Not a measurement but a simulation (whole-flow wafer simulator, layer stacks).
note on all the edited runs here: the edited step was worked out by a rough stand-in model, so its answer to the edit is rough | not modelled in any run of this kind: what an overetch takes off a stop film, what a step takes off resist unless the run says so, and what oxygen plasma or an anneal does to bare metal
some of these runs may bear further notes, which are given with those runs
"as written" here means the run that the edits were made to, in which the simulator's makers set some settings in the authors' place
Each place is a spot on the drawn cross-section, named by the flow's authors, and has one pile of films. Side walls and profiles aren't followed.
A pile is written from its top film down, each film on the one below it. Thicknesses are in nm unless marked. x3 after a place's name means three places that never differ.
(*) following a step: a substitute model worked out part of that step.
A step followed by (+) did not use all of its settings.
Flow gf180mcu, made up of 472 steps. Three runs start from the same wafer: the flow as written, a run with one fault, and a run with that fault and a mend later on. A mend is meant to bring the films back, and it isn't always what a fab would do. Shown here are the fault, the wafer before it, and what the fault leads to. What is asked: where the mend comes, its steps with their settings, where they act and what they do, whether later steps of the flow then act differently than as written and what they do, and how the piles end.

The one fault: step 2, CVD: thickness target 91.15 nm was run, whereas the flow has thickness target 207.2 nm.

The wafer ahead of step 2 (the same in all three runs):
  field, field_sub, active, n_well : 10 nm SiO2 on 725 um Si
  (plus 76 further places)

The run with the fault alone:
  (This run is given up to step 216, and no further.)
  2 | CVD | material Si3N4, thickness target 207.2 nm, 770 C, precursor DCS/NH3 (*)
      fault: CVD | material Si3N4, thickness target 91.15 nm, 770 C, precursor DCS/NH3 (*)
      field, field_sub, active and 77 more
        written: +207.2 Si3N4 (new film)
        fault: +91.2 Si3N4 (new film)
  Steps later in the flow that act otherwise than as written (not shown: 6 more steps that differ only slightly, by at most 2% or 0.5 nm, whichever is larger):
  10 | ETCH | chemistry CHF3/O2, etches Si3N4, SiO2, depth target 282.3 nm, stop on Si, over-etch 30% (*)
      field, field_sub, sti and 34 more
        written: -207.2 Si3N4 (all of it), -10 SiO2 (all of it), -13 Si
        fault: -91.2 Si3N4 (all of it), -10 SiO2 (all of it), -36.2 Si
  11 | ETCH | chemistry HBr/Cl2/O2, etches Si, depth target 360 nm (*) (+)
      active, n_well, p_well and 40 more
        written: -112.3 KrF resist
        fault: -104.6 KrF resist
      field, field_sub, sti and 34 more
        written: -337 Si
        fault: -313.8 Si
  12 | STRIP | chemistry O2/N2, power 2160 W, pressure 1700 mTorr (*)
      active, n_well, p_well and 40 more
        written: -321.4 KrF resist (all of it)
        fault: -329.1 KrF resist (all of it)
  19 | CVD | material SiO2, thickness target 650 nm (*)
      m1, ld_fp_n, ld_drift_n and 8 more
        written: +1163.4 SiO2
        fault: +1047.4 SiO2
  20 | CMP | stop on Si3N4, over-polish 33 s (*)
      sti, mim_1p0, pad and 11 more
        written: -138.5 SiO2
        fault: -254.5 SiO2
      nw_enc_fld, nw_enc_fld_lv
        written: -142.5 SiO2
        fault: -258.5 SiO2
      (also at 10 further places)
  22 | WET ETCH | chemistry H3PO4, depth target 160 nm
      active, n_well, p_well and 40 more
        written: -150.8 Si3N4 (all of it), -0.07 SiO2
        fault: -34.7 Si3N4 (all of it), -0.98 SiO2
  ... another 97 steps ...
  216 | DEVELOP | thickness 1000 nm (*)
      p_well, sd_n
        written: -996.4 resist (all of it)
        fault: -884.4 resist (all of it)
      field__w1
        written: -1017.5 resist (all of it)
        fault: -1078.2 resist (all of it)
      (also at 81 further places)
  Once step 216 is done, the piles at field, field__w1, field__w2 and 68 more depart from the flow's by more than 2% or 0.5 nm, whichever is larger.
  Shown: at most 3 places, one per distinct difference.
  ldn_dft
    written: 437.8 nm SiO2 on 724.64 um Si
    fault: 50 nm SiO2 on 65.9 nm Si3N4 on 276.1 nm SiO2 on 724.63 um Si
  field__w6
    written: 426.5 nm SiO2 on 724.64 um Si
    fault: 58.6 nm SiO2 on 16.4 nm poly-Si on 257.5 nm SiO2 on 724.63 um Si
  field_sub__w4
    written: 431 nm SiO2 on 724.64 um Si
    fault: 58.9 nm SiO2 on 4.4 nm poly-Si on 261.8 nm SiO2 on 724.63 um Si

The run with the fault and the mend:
  After step 2 comes the mend.
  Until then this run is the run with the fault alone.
  2a | CVD | material Si3N4, thickness target 116 nm, 770 C, precursor DCS/NH3 (*) (the flow's step 2, run once more with other settings)
      field, field_sub, active and 77 more
        +116 Si3N4
  Every later step of the flow that is run acts as written at every place that is followed.
  The piles end the same as the flow's at every place that both follow.
